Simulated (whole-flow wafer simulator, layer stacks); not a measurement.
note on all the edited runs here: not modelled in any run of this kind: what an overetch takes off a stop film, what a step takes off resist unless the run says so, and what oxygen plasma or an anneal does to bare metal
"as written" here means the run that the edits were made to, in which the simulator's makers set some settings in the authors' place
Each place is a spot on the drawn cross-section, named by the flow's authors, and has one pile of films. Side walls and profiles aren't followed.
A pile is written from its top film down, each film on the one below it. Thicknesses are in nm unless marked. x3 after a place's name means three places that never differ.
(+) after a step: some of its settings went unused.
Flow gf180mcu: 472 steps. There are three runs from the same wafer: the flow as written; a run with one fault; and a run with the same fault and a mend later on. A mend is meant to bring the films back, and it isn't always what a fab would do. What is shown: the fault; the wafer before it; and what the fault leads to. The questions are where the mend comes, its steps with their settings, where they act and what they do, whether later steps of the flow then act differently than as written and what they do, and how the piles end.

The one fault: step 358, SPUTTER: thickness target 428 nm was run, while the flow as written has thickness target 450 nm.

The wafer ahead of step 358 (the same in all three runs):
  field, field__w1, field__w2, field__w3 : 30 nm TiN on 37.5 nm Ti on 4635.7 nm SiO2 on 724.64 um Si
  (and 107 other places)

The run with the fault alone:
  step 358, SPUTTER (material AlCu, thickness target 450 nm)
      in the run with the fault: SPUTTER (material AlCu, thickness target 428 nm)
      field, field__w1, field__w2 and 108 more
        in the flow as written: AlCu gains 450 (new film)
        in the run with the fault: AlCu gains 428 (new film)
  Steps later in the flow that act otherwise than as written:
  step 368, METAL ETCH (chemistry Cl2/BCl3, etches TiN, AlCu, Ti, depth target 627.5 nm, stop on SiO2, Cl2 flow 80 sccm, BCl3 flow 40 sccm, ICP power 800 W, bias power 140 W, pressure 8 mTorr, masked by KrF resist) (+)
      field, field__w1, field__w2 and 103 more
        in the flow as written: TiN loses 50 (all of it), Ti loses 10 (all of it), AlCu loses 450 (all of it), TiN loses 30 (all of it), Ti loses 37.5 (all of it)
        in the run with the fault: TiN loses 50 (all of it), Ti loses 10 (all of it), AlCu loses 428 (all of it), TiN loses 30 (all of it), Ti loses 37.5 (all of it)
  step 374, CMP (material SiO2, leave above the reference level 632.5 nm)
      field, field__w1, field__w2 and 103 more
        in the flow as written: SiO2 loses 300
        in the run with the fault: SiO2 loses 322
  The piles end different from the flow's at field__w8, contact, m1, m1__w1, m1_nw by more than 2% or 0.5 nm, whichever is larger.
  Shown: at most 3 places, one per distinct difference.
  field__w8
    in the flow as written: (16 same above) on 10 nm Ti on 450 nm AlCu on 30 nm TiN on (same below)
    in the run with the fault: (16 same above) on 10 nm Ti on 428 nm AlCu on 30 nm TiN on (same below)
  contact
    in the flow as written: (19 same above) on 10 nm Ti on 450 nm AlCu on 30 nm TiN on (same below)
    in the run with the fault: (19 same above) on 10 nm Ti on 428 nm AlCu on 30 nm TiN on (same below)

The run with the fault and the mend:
  The mend stands after step 358.
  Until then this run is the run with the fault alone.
  step 358a, SPUTTER (material AlCu, thickness target 22 nm) (the flow's step 358, run once more with other settings)
      field, field__w1, field__w2 and 108 more
        AlCu gains 22
  Every later step of the flow that is run acts as written at every place that is followed.
  By the end, the piles equal the flow's at every place that both follow.
